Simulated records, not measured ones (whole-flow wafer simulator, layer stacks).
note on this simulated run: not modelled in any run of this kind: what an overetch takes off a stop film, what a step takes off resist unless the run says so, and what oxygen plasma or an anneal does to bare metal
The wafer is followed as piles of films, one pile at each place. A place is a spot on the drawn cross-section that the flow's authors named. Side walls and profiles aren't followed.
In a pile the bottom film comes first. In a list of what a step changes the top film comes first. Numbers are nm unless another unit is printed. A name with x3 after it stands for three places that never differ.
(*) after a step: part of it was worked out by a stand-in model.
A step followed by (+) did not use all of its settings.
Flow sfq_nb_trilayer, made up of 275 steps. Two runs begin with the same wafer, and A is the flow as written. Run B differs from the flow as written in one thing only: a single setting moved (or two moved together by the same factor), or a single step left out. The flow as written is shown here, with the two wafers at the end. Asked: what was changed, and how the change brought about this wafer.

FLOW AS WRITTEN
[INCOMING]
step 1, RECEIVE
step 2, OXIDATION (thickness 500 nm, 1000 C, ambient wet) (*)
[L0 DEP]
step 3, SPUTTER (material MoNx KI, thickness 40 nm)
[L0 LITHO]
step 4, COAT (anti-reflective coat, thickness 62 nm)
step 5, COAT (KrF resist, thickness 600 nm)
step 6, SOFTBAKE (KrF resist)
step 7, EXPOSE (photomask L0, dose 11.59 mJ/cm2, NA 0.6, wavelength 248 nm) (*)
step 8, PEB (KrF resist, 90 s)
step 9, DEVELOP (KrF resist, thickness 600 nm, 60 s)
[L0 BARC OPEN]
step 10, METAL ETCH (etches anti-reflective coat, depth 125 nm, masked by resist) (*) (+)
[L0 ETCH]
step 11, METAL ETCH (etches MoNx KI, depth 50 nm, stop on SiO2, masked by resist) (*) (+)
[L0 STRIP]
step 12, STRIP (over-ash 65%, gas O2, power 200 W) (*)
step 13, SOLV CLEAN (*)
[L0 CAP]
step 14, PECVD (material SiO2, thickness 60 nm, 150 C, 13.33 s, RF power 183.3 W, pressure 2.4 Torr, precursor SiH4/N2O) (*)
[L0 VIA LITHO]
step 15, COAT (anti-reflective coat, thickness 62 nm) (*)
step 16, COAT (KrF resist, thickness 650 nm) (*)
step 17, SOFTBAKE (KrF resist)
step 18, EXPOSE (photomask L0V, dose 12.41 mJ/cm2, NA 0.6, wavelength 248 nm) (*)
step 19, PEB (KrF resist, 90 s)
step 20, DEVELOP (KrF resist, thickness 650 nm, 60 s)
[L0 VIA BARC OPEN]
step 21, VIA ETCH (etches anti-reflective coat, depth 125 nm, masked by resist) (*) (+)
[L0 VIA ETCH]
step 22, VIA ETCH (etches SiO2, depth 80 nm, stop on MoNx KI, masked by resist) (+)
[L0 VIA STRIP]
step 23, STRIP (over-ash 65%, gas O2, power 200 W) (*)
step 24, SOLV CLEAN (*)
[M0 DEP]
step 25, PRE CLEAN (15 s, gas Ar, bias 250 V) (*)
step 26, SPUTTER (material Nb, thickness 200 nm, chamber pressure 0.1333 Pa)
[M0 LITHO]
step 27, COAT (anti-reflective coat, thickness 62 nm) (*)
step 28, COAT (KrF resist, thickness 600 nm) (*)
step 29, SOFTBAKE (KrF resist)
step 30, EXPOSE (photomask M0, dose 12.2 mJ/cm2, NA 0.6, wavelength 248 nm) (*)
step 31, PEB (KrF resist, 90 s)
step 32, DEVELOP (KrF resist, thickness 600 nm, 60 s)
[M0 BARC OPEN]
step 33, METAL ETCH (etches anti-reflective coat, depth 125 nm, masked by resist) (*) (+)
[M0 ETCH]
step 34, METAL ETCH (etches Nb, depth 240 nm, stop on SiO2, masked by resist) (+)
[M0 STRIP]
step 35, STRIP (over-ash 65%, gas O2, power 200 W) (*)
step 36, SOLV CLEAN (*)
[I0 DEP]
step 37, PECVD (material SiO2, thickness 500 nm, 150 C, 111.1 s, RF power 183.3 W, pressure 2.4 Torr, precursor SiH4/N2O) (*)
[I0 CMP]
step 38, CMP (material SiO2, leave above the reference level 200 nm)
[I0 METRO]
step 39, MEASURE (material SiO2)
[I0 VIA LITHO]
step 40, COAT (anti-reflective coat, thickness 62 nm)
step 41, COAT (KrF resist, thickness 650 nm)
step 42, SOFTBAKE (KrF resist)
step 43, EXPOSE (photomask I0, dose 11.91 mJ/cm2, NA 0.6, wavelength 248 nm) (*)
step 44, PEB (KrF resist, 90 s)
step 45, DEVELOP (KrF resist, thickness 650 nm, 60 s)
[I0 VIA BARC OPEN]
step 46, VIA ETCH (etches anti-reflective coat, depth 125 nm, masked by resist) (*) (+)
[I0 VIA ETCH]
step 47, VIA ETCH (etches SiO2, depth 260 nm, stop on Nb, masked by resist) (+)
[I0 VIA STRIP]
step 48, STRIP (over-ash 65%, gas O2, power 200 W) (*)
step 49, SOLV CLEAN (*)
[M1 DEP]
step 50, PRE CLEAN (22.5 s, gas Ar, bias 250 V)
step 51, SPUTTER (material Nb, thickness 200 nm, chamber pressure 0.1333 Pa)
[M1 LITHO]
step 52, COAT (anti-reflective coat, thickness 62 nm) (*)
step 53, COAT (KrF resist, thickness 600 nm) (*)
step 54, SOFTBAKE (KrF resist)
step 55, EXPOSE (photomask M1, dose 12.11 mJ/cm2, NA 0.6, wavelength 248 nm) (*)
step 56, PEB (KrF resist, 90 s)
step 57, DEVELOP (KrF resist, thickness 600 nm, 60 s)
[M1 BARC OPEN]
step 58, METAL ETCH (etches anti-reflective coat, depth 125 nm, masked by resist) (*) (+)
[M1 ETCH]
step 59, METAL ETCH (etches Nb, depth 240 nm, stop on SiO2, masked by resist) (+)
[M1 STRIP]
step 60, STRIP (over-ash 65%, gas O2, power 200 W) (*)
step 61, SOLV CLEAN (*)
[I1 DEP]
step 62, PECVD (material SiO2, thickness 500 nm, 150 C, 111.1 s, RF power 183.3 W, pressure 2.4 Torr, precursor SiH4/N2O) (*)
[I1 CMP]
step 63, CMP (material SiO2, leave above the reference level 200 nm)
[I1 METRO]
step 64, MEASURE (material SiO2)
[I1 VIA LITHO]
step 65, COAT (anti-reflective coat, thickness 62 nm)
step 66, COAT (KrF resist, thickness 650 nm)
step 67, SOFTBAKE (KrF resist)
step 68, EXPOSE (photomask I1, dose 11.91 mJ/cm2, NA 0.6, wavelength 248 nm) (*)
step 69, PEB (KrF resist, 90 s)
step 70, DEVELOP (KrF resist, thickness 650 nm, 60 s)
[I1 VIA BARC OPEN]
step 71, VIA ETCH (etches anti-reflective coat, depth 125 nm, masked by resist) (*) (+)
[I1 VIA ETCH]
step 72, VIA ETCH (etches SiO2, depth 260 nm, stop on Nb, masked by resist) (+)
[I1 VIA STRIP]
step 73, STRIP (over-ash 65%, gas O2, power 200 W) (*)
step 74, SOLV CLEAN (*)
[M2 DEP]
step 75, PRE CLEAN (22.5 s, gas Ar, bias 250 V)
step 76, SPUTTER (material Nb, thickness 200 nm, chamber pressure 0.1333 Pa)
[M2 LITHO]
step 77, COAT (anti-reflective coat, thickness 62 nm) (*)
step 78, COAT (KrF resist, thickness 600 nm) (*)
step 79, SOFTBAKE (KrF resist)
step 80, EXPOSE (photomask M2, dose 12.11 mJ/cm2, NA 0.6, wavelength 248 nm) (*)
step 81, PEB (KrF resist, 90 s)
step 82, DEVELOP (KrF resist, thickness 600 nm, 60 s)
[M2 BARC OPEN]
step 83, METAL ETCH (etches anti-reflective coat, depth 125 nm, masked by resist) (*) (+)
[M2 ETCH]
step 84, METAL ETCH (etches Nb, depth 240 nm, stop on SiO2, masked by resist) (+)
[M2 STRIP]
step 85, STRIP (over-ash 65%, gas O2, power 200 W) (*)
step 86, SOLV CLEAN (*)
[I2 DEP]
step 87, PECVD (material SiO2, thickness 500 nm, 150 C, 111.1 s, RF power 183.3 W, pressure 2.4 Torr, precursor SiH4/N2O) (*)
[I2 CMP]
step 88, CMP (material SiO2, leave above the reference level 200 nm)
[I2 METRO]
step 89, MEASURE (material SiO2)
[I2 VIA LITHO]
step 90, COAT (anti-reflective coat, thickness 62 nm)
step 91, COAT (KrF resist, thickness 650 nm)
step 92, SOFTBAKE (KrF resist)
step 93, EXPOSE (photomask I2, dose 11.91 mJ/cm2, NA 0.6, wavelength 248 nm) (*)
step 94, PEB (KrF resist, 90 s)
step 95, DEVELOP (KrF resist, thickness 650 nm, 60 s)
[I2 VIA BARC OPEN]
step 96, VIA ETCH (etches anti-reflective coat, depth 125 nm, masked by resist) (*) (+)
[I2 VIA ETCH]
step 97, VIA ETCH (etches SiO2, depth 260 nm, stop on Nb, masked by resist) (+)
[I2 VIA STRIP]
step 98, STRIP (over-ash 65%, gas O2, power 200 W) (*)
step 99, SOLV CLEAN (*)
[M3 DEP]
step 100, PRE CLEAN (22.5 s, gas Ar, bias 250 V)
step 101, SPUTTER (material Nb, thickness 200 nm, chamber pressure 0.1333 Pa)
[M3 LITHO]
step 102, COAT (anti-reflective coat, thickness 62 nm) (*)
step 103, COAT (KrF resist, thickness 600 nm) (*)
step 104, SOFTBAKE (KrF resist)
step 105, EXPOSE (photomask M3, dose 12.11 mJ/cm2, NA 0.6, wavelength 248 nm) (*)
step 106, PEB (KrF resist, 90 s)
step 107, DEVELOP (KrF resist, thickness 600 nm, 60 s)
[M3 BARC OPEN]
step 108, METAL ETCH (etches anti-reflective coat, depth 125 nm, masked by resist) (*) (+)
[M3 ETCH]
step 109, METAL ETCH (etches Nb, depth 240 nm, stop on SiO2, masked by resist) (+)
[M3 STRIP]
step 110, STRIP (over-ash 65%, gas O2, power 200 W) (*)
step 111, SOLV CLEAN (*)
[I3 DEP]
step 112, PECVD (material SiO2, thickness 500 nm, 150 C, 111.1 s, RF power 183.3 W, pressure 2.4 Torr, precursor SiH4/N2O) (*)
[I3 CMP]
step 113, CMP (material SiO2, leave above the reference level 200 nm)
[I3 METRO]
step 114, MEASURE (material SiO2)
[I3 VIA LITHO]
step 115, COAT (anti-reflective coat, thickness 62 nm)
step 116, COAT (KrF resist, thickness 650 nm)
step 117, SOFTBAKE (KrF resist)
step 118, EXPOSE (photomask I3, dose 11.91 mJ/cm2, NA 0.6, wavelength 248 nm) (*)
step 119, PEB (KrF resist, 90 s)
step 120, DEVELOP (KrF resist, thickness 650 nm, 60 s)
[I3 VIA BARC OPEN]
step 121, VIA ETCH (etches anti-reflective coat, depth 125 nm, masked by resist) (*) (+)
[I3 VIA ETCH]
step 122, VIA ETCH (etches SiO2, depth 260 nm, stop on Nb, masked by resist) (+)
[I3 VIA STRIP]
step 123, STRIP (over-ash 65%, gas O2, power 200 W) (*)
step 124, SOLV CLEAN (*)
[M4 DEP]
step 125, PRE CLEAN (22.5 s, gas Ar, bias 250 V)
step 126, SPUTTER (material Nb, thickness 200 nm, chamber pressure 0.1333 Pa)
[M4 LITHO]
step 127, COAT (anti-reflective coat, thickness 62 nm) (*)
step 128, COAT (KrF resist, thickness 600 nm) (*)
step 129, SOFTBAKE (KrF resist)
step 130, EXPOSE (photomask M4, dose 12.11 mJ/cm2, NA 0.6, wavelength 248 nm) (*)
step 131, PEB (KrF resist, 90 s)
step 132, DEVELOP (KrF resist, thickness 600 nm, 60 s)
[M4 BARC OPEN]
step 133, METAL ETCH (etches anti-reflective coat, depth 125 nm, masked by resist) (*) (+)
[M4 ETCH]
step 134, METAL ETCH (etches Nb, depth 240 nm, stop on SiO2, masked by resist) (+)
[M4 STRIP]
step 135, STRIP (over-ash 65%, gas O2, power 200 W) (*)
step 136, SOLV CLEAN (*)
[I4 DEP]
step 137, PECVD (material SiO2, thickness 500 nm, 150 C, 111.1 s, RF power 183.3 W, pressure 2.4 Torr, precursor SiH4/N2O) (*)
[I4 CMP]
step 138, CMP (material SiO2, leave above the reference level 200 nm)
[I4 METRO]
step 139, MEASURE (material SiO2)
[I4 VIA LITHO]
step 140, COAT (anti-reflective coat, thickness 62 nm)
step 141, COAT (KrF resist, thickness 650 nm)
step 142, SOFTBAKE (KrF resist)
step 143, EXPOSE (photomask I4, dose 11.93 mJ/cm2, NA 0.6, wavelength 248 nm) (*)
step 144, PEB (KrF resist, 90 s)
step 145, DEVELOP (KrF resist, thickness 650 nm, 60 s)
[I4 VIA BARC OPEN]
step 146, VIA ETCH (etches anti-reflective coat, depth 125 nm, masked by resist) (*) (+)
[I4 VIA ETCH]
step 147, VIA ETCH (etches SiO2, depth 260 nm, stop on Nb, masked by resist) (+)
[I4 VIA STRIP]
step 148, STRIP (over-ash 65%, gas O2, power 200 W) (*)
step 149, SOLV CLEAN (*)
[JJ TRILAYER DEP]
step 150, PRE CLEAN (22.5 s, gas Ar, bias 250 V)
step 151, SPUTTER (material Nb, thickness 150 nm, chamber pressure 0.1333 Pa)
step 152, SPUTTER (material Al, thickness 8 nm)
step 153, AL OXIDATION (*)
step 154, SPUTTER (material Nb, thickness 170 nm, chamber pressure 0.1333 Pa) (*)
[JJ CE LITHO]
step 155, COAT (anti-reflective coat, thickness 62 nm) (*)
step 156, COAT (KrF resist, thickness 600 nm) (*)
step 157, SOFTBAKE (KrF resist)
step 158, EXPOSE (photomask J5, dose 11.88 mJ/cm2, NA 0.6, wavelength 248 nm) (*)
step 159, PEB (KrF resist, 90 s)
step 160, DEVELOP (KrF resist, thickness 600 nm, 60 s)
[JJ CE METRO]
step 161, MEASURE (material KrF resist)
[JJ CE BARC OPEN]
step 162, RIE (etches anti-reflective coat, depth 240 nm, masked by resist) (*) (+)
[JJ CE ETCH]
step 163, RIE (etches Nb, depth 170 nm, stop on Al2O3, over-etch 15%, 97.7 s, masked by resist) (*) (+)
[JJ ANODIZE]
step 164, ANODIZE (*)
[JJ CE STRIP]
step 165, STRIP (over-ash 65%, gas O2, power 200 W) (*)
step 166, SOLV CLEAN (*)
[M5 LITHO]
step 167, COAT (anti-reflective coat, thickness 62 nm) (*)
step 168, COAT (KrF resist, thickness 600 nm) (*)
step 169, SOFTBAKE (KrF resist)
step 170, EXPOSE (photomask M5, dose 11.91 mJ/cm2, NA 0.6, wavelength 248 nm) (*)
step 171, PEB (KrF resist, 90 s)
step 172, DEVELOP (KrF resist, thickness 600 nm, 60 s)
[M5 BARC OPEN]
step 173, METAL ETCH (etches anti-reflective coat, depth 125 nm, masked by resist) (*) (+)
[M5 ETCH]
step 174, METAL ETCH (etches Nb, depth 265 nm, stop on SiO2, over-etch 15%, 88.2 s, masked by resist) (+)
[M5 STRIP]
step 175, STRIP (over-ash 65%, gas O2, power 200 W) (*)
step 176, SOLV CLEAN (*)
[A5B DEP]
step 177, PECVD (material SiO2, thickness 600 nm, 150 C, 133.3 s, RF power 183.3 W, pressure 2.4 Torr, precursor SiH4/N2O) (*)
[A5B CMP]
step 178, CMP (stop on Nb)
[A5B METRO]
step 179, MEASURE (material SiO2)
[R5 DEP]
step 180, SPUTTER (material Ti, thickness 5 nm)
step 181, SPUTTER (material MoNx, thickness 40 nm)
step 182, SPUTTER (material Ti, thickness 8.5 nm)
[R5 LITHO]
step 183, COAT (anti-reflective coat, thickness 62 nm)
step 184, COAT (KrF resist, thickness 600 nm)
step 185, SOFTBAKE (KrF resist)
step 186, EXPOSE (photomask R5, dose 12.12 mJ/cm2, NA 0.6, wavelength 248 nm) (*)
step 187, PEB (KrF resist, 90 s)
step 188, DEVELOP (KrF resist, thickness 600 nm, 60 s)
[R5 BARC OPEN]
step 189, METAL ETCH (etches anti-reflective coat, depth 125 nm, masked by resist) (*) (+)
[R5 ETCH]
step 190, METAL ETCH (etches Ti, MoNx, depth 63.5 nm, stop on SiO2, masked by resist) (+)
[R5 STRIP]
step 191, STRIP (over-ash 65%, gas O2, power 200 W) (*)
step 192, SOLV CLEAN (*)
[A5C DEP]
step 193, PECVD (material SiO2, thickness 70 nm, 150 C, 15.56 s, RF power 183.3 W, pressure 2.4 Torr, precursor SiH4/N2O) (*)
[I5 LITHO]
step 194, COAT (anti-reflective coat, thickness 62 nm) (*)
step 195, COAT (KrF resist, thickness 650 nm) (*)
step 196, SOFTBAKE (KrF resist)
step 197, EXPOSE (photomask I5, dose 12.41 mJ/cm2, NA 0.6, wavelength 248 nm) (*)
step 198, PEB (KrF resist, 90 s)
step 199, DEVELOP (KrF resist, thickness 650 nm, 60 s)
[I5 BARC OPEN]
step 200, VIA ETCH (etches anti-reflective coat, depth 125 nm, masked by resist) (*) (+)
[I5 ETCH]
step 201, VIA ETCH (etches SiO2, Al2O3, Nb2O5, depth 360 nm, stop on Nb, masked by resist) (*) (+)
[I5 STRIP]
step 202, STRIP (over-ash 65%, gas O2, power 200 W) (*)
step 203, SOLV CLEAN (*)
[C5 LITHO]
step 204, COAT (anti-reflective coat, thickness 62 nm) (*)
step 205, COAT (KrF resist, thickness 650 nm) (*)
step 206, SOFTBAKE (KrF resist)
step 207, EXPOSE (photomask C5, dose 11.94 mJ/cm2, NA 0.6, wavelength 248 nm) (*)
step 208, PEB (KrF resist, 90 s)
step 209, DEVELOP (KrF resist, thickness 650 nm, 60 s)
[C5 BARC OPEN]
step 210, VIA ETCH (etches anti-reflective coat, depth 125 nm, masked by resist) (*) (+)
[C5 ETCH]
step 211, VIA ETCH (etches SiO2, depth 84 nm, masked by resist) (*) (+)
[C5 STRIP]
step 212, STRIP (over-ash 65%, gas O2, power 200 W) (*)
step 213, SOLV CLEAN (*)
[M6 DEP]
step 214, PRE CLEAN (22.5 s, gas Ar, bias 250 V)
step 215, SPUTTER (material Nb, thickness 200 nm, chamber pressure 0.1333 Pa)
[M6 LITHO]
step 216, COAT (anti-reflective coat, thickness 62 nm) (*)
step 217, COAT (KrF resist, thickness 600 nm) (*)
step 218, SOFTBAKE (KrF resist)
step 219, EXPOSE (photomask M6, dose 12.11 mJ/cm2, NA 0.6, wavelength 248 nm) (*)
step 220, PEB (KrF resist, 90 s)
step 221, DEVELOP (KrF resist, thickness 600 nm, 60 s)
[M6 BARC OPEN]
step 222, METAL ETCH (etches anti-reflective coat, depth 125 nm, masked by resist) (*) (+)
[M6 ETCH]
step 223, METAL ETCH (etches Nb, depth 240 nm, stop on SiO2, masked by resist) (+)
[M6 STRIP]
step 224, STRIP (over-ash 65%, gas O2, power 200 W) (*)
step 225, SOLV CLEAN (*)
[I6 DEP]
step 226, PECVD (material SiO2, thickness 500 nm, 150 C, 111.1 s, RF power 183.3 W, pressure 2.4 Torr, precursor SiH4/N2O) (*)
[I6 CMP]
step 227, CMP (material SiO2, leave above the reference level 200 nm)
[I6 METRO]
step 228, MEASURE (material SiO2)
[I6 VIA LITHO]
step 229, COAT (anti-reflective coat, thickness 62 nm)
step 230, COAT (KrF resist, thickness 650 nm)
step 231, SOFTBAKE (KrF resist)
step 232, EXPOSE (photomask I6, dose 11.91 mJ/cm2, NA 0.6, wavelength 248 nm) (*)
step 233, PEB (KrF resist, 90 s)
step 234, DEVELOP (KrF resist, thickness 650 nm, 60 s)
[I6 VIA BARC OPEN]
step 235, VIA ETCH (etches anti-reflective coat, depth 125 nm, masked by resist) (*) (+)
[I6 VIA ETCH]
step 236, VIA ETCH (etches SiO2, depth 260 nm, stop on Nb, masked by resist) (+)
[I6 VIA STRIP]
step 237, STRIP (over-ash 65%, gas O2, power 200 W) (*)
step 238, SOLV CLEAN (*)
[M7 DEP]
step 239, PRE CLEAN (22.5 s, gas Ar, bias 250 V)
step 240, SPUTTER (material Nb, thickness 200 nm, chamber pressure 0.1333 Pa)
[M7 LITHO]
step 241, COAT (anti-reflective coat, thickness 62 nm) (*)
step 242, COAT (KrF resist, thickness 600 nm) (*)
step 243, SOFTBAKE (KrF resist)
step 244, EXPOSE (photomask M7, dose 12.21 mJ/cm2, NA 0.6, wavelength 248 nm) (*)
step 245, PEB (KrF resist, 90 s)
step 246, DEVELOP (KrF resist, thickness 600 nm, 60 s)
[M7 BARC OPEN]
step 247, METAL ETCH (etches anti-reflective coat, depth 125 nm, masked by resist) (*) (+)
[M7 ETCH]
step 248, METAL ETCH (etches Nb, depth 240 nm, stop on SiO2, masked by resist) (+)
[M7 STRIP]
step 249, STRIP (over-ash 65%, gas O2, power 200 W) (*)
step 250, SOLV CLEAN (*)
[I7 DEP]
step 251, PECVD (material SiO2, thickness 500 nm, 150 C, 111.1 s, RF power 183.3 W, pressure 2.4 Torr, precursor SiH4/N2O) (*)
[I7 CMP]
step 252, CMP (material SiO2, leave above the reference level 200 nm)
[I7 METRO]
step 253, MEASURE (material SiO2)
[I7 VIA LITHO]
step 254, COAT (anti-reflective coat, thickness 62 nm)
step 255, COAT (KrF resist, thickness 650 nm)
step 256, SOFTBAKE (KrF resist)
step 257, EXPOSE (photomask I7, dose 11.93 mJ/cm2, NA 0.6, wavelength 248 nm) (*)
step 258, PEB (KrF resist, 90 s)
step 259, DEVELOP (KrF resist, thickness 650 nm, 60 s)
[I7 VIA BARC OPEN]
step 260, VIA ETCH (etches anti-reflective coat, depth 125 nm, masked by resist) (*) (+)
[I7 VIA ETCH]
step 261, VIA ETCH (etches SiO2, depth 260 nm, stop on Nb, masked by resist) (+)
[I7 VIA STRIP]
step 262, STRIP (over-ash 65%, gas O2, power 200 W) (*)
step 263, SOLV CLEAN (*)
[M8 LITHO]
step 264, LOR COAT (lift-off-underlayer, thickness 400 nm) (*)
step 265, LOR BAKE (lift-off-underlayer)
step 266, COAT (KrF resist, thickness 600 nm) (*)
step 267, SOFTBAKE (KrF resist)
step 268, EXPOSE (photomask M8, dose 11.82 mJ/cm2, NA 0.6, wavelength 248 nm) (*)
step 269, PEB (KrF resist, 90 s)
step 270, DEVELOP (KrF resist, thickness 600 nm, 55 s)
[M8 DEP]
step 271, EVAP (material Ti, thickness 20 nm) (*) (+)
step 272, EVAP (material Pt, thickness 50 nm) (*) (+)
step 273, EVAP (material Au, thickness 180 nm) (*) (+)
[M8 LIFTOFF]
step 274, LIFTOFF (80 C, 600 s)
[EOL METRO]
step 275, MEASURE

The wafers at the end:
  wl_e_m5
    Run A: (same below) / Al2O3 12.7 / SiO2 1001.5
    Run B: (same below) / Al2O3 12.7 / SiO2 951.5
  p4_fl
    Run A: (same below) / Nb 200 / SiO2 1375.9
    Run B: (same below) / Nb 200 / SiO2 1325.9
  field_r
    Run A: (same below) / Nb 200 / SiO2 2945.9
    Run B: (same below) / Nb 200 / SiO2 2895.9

Cause: step 240, SPUTTER: thickness 150 nm was run, though the flow has thickness 200 nm.

Step by step, how the change led to this:
  step 240, SPUTTER (material Nb, thickness 200 nm, chamber pressure 0.1333 Pa)
      field_l, v_sur, via_wl and 102 more: A +200 Nb (new film) | B +150 Nb (new film)
      via_v: A +161.1 Nb | B +120.7 Nb
  step 241, COAT (anti-reflective coat, thickness 62 nm) (*)
      via_v: A +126 anti-reflective coat (new film) | B +123 anti-reflective coat (new film)
  step 248, METAL ETCH (etches Nb, depth 240 nm, stop on SiO2, masked by resist) (+)
      field_l, field_r, lsp_l and 62 more: A -200 Nb (all of it) | B -150 Nb (all of it)
      v_sur, via_wl, via_w and 38 more: A -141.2 KrF resist | B -132.4 KrF resist
  step 249, STRIP (over-ash 65%, gas O2, power 200 W) (*)
      wl_j_sl, wl_jj, wl_j_sr and 14 more: A -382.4 KrF resist (all of it), -62 anti-reflective coat (all of it) | B -391.2 KrF resist (all of it), -62 anti-reflective coat (all of it)
      lsp_m, ln_m6, lsp_r: A -381.9 KrF resist (all of it), -61.8 anti-reflective coat (all of it) | B -390.8 KrF resist (all of it), -61.8 anti-reflective coat (all of it)
      (also at 21 further places)
  step 251, PECVD (material SiO2, thickness 500 nm, 150 C, 111.1 s, RF power 183.3 W, pressure 2.4 Torr, precursor SiH4/N2O) (*)
      m7r_space_l x2: A +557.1 SiO2 | B +507.1 SiO2
      via_v: A +621 SiO2 (new film) | B +606.1 SiO2 (new film)
  step 252, CMP (material SiO2, leave above the reference level 200 nm)
      field_l, p4_fl, p4_fm and 56 more: A -100 SiO2 | B -150 SiO2
      field_r, lsp_l: A -77.7 SiO2 | B -133.2 SiO2
      (also at 3 further places)
